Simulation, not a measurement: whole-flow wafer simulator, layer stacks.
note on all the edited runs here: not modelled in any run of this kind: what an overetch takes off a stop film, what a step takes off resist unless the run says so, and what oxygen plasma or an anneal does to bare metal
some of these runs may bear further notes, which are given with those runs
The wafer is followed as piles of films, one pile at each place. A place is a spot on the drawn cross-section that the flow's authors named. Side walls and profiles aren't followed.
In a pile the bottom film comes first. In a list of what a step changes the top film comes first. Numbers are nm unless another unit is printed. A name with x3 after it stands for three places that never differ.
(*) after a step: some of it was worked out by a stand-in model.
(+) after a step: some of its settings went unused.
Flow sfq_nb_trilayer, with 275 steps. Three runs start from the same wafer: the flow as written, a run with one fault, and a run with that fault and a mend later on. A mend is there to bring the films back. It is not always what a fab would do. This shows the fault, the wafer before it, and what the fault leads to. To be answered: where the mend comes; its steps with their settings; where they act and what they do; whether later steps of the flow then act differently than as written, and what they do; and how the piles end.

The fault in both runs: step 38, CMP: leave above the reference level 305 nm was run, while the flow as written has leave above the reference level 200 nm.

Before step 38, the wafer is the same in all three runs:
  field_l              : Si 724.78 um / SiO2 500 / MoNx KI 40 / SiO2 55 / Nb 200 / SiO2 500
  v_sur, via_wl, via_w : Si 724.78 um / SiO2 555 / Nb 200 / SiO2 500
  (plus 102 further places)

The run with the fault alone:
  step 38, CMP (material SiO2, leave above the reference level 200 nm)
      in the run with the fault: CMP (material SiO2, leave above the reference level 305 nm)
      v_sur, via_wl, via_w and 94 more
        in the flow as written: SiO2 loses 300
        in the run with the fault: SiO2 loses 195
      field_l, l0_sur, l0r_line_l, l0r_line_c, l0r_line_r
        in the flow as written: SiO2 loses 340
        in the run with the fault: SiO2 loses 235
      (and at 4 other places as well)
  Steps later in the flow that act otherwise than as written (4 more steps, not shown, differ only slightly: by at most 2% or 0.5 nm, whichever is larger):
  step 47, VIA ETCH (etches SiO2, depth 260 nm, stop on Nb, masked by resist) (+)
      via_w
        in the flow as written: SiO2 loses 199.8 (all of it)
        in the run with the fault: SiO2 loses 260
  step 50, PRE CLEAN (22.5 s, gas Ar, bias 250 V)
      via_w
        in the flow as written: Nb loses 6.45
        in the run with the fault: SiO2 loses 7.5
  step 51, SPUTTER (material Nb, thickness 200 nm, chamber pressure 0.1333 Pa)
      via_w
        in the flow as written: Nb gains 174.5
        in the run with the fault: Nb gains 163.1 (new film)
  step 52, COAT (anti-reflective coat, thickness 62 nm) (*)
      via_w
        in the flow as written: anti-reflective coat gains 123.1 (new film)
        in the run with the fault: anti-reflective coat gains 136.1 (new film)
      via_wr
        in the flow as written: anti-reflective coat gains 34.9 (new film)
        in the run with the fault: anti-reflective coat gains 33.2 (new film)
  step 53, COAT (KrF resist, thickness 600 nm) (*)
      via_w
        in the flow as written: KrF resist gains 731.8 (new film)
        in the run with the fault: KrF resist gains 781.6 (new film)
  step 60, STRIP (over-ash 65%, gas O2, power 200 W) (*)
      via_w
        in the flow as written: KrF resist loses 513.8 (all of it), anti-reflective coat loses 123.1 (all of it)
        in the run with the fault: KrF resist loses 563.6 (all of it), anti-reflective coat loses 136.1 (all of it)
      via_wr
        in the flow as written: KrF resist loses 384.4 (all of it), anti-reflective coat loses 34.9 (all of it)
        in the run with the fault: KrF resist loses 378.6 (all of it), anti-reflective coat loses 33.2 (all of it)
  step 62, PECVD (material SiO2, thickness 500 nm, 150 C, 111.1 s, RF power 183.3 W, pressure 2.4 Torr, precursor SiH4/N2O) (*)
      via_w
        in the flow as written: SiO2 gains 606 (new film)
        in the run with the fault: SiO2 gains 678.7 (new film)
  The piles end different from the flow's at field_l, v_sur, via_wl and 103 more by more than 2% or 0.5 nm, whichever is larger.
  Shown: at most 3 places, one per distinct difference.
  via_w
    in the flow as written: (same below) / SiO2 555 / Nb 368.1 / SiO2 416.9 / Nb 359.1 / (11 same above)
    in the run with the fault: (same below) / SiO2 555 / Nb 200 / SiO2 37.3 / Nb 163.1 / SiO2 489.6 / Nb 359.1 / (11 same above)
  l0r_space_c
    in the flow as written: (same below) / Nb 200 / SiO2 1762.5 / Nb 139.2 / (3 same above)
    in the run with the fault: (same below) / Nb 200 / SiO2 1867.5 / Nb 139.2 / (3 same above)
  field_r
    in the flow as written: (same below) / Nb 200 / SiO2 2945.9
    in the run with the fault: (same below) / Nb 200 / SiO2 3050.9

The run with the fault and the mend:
  After step 39 comes the mend.
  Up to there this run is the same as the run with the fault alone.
  step 39a, CMP (material SiO2, leave above the reference level 200 nm) (the flow's step 38 again)
      field_l, v_sur, via_wl and 103 more
        SiO2 loses 105
  Every later step of the flow that is run acts as written at every place that is followed.
  The piles end the same as the flow's at every place that both follow.
